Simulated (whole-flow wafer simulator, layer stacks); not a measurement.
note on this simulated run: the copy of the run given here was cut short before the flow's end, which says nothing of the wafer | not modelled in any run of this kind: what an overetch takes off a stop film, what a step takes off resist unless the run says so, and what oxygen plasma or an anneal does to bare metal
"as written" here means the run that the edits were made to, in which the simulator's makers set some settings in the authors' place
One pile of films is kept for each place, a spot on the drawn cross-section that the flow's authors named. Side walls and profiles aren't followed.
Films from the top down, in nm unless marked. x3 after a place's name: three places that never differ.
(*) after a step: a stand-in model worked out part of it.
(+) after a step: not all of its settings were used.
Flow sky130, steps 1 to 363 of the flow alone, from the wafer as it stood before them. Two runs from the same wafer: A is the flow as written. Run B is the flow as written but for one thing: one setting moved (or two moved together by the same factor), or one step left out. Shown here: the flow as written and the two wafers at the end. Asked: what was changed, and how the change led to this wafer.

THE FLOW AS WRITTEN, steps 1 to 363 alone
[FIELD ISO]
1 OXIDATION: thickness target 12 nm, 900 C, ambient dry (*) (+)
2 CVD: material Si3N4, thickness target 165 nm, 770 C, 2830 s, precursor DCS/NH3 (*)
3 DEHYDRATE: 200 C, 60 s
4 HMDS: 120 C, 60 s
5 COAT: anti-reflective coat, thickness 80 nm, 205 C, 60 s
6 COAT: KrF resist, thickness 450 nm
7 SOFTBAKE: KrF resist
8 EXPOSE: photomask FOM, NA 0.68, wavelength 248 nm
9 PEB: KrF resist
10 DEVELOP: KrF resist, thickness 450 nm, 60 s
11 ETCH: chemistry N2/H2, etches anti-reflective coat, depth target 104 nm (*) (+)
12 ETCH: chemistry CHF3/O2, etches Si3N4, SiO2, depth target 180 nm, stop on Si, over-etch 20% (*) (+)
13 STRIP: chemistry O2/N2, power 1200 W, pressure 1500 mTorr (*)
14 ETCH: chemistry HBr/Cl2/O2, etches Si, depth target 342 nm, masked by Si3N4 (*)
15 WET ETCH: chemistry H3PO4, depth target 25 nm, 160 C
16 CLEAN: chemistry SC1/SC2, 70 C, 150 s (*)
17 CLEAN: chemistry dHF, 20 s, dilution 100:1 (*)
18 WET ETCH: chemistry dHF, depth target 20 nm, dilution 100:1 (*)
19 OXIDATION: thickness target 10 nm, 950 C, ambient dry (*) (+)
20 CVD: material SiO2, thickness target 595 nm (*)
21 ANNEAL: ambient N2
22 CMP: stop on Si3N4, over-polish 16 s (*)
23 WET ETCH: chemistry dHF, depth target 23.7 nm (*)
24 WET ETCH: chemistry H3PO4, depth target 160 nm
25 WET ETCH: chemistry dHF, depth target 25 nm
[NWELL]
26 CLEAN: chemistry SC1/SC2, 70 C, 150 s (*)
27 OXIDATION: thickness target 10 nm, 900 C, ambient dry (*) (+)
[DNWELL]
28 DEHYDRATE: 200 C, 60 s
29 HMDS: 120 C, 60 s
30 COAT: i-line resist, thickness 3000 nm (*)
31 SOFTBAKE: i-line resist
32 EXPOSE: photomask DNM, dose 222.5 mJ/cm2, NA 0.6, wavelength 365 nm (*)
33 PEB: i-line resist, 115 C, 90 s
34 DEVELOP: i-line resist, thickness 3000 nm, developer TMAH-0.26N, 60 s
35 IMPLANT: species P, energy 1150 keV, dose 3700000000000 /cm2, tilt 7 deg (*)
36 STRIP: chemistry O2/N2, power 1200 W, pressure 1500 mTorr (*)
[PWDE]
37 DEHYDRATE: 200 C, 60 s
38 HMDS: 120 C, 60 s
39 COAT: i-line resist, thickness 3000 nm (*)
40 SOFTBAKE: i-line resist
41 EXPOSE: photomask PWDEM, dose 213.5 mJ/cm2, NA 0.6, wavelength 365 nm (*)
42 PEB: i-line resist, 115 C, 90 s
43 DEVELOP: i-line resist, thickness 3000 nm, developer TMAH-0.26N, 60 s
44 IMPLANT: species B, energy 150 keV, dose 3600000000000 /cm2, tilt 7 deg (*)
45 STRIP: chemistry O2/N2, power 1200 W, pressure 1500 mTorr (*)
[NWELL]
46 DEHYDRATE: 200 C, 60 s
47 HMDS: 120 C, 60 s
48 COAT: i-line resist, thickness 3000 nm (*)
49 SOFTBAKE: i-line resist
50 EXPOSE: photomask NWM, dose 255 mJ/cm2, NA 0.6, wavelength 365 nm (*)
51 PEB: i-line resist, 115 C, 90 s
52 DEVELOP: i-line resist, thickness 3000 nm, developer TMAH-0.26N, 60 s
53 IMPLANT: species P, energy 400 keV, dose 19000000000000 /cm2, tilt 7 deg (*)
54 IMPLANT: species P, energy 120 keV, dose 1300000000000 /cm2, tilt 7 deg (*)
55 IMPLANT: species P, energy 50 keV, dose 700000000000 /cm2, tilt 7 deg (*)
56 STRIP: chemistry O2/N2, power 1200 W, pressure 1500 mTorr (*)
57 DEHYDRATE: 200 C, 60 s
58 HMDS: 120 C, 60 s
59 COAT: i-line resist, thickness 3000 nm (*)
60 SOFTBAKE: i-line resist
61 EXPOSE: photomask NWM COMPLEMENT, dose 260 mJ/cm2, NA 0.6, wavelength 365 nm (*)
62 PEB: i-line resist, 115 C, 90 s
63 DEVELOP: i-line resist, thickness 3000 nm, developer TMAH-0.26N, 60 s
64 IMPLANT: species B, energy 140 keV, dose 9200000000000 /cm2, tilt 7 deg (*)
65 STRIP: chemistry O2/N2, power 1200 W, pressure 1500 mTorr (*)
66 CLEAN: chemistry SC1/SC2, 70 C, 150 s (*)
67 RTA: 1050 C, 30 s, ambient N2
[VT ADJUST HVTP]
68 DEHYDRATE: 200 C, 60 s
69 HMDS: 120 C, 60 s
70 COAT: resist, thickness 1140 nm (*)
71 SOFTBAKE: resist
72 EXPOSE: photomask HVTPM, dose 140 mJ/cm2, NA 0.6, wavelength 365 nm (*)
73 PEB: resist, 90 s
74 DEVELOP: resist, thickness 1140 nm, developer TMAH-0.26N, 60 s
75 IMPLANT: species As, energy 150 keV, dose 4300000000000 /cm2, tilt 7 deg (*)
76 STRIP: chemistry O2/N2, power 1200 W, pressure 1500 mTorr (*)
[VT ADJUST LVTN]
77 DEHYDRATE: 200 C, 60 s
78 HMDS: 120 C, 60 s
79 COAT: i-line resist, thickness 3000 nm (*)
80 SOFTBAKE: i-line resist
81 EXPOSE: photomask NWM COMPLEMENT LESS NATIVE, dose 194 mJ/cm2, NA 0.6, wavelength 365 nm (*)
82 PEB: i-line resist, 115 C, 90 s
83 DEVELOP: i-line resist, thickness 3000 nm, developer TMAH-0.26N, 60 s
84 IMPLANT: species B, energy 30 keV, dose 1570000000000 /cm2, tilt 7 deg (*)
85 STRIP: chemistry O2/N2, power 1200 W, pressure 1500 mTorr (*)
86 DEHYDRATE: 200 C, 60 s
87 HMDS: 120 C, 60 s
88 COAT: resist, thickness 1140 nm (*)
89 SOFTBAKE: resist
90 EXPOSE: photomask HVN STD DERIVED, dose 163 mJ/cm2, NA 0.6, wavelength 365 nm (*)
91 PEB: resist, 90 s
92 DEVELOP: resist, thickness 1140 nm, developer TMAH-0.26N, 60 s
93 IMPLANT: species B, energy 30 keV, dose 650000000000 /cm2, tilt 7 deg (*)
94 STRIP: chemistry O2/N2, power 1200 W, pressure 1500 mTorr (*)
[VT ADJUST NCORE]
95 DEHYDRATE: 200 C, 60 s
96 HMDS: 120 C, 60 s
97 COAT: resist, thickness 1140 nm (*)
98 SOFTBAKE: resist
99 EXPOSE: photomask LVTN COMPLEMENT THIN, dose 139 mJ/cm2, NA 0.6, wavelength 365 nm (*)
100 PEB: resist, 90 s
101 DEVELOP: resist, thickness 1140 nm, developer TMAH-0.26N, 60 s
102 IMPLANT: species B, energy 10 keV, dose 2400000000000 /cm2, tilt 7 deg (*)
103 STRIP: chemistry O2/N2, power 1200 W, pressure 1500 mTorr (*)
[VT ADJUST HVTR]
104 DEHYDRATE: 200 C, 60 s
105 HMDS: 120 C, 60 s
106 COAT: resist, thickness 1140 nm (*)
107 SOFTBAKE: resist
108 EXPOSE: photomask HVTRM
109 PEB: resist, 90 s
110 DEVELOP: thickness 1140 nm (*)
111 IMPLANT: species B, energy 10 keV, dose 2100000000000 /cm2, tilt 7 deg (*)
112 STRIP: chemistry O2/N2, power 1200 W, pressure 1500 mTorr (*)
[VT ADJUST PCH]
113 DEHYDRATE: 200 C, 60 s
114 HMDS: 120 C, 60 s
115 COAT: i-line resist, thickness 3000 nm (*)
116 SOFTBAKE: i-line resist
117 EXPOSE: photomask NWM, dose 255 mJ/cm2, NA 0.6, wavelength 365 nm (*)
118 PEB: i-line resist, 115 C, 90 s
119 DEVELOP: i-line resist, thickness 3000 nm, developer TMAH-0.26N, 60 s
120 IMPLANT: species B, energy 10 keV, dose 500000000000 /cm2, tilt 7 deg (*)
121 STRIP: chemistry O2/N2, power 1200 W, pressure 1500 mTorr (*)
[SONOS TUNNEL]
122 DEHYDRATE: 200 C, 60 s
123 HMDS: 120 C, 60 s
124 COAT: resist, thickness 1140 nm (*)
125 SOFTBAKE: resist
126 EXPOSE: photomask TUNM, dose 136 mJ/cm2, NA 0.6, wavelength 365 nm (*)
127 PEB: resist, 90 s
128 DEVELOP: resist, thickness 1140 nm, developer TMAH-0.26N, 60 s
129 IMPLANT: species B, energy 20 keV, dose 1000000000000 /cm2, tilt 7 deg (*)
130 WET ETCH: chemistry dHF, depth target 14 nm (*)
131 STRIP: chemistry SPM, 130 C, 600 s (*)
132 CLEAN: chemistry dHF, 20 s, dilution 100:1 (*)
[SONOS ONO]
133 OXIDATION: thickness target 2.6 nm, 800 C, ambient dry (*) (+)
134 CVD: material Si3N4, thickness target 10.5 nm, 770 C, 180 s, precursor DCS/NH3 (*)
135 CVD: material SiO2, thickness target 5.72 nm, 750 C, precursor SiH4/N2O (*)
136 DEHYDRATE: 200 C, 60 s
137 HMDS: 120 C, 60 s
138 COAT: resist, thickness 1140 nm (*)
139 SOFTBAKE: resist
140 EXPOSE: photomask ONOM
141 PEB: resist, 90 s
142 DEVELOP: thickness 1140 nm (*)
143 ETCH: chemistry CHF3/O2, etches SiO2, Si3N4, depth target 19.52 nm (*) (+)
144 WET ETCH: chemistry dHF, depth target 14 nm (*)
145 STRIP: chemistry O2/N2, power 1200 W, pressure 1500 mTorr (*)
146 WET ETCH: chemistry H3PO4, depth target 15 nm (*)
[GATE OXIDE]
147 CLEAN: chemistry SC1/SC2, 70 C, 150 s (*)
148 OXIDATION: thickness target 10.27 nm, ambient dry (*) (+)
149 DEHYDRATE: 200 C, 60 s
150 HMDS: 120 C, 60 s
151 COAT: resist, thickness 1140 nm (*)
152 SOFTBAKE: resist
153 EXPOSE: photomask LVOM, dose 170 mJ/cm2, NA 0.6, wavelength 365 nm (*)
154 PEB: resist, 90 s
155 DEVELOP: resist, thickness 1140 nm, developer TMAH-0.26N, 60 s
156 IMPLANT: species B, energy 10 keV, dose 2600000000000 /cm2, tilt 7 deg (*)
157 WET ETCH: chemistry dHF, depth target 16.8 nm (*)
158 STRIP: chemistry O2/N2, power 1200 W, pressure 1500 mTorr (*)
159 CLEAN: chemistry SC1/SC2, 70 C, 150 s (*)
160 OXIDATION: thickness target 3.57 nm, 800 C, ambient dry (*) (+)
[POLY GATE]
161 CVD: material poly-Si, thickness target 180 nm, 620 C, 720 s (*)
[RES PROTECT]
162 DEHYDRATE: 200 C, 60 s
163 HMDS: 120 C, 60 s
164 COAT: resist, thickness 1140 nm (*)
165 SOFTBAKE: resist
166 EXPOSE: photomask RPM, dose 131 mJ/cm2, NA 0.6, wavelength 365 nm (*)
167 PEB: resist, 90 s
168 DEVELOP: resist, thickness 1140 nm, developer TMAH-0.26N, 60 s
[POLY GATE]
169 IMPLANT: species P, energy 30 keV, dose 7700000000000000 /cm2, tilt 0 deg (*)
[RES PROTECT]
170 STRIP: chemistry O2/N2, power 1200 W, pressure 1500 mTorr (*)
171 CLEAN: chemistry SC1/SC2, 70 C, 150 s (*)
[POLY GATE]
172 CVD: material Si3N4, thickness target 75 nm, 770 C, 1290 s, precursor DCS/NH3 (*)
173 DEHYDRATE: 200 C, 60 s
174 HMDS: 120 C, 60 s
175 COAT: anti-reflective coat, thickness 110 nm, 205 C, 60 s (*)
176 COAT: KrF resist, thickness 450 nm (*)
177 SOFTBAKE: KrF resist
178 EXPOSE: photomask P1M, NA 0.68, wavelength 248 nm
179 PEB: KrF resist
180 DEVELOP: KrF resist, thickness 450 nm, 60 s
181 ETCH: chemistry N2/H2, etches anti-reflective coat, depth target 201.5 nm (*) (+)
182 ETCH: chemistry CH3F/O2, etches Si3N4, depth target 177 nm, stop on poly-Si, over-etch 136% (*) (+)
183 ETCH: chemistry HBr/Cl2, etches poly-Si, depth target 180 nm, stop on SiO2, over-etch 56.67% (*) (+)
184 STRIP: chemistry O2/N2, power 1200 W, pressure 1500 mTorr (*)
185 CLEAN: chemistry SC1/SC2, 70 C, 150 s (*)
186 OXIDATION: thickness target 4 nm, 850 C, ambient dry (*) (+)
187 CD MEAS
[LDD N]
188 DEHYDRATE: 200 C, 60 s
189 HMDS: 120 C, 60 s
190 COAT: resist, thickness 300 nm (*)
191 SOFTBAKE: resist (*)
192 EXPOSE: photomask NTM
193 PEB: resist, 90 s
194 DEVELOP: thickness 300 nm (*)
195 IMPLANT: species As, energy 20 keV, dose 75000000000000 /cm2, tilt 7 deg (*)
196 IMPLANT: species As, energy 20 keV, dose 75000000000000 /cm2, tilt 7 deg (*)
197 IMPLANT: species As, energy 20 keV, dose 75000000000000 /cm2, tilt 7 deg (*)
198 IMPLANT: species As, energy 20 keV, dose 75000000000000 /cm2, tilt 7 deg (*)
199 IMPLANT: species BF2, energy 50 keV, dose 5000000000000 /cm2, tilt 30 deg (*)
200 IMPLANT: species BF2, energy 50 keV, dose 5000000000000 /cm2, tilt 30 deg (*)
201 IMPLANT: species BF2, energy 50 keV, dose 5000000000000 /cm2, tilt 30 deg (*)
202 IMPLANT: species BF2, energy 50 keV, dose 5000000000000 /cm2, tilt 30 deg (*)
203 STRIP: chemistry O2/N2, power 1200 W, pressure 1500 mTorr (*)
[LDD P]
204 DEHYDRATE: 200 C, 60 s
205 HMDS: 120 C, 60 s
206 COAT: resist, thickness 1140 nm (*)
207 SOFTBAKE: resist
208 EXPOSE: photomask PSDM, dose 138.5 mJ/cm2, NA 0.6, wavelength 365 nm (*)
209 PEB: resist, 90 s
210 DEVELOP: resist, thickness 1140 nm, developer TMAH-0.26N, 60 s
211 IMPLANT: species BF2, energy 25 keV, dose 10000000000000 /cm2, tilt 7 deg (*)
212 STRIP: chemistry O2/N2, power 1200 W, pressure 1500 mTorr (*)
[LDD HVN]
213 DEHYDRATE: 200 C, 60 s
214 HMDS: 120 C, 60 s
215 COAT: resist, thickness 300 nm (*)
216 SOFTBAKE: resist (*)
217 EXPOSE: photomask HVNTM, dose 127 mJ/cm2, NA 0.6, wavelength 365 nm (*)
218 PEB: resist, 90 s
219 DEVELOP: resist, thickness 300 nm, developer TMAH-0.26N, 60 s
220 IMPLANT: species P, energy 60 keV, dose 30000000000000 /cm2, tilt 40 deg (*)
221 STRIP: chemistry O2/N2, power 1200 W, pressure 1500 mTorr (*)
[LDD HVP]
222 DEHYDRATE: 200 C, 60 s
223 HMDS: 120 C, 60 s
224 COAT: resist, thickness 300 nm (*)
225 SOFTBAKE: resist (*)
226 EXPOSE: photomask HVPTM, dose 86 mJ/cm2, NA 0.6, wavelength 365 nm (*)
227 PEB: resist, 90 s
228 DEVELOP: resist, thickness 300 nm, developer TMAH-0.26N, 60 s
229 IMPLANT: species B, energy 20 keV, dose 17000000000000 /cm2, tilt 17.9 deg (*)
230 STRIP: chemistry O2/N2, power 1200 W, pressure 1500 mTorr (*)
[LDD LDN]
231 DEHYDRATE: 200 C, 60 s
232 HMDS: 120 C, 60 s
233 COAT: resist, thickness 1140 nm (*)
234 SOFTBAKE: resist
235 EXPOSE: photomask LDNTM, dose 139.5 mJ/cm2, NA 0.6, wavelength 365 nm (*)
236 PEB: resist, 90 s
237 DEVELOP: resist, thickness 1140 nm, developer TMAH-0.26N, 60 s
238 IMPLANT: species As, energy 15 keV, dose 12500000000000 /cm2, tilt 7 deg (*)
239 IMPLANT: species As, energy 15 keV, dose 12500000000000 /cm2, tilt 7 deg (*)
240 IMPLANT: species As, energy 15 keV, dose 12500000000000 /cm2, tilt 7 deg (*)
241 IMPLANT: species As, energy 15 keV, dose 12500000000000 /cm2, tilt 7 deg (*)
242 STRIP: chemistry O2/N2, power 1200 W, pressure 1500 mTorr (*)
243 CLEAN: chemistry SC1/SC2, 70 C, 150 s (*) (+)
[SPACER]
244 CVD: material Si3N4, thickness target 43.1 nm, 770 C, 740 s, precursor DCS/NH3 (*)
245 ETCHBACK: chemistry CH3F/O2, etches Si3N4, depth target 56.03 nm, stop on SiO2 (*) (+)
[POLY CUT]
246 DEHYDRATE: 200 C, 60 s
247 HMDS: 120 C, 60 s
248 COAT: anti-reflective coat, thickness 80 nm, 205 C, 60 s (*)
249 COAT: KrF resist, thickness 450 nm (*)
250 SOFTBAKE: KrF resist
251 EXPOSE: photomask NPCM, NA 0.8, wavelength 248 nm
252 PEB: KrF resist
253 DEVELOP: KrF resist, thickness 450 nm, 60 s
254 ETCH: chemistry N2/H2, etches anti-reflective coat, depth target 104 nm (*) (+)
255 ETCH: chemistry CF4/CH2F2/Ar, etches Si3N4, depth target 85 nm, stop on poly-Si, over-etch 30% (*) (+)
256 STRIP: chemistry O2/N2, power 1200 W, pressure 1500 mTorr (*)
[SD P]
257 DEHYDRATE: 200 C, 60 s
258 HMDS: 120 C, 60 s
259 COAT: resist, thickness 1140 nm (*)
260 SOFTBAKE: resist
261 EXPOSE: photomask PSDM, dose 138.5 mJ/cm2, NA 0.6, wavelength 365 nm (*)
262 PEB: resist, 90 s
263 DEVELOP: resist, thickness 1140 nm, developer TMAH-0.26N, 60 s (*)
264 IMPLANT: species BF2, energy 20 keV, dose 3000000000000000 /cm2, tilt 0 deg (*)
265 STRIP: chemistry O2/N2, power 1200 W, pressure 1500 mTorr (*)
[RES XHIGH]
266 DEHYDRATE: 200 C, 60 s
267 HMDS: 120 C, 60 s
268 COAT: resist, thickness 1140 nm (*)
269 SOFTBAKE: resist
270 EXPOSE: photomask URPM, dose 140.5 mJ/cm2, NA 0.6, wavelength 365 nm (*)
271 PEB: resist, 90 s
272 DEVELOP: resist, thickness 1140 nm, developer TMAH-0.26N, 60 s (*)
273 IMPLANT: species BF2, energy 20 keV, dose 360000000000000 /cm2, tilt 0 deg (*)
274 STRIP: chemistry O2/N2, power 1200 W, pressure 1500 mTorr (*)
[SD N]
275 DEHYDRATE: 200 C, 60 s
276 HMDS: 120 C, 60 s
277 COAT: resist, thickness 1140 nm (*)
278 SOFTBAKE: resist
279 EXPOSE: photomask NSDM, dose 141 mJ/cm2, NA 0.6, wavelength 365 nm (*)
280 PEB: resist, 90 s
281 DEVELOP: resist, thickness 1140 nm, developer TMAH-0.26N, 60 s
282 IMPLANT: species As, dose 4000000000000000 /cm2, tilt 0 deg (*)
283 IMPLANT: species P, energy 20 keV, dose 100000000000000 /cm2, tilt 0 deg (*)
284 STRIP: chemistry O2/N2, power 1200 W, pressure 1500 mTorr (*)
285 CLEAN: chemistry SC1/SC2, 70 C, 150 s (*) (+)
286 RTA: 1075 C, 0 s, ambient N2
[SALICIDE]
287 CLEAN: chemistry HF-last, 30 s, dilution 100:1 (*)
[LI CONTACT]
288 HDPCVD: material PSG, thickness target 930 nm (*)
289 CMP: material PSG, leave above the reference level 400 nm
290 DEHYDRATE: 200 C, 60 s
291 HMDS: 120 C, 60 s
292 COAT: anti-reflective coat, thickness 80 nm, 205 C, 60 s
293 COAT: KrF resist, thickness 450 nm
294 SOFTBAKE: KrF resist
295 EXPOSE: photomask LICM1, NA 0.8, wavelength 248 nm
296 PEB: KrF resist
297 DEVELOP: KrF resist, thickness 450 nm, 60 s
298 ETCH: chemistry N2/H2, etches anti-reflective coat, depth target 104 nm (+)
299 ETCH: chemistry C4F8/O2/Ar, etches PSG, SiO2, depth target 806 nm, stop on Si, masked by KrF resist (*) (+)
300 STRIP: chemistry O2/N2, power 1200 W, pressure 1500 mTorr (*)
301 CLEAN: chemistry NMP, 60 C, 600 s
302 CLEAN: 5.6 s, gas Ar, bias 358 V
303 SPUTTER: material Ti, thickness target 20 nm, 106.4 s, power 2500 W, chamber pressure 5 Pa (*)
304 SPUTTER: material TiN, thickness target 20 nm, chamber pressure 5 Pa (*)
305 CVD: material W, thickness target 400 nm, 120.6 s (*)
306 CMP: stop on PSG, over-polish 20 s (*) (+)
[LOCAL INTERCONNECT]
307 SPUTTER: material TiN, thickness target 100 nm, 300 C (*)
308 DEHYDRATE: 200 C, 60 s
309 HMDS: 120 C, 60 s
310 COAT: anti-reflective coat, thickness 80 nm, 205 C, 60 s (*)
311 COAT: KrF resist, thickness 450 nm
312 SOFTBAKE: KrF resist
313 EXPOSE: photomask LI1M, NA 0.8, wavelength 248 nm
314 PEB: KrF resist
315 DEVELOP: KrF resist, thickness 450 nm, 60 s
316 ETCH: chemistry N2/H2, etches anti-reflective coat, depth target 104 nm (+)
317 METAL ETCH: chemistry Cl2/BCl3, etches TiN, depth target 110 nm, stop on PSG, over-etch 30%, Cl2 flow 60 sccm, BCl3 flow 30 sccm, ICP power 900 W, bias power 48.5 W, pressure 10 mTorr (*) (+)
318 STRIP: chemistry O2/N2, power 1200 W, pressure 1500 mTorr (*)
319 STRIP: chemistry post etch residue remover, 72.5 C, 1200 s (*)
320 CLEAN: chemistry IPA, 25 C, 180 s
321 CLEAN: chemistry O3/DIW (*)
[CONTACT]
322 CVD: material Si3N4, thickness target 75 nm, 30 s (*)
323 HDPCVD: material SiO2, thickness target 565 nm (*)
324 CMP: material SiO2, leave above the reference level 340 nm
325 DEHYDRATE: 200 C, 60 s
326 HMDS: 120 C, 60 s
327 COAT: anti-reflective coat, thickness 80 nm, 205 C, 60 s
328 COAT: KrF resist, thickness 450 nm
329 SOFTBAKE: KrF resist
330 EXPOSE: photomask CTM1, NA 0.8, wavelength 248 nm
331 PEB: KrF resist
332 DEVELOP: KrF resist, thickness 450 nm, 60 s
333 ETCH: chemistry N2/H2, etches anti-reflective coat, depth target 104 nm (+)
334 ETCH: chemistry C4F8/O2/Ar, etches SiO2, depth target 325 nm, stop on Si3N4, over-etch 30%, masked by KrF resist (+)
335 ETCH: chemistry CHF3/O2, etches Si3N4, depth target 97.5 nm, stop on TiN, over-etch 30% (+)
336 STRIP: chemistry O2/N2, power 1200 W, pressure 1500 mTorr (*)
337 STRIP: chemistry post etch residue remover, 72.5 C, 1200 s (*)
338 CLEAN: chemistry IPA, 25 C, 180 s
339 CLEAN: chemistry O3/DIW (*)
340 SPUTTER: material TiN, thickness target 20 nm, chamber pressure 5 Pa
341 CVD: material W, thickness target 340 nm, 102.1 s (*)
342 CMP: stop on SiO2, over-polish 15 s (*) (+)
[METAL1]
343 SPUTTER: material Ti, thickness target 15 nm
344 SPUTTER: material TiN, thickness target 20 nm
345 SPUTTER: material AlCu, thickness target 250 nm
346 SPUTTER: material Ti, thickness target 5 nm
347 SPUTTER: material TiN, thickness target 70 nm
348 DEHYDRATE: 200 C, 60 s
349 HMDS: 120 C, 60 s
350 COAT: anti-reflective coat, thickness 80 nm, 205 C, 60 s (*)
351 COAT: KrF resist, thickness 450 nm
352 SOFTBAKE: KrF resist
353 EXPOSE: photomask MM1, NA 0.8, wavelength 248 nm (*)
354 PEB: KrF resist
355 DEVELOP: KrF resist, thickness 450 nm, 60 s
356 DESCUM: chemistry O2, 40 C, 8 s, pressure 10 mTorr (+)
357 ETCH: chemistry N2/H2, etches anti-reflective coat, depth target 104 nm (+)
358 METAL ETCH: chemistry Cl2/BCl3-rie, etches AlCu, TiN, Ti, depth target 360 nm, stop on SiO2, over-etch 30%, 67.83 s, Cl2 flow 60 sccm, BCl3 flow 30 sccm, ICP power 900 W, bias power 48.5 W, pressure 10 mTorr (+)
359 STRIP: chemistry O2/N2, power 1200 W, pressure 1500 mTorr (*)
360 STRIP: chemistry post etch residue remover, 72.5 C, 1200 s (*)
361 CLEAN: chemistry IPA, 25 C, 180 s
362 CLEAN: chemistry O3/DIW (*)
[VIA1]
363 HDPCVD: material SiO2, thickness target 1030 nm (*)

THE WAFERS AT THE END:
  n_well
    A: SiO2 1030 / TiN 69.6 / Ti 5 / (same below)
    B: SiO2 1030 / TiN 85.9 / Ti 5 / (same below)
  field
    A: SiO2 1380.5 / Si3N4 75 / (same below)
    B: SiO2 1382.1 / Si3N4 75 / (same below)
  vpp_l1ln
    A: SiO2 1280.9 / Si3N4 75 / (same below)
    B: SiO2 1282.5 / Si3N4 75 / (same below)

The cause: step 347, SPUTTER: thickness target 86.3 nm was run, where the flow has thickness target 70 nm.

How the change led to this, step by step:
  347 SPUTTER: material TiN, thickness target 70 nm
      field, active, n_well and 188 more: A TiN +70 (new film) | B TiN +86.3 (new film)
  358 METAL ETCH: chemistry Cl2/BCl3-rie, etches AlCu, TiN, Ti, depth target 360 nm, stop on SiO2, over-etch 30%, 67.83 s, Cl2 flow 60 sccm, BCl3 flow 30 sccm, ICP power 900 W, bias power 48.5 W, pressure 10 mTorr (+)
      field, active, gate and 81 more: A TiN -68.7 (all of it), Ti -5 (all of it), AlCu -250 (all of it), TiN -20 (all of it), Ti -15 (all of it), SiO2 -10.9 | B TiN -85 (all of it), Ti -5 (all of it), AlCu -250 (all of it), TiN -20 (all of it), Ti -15 (all of it), SiO2 -9.3
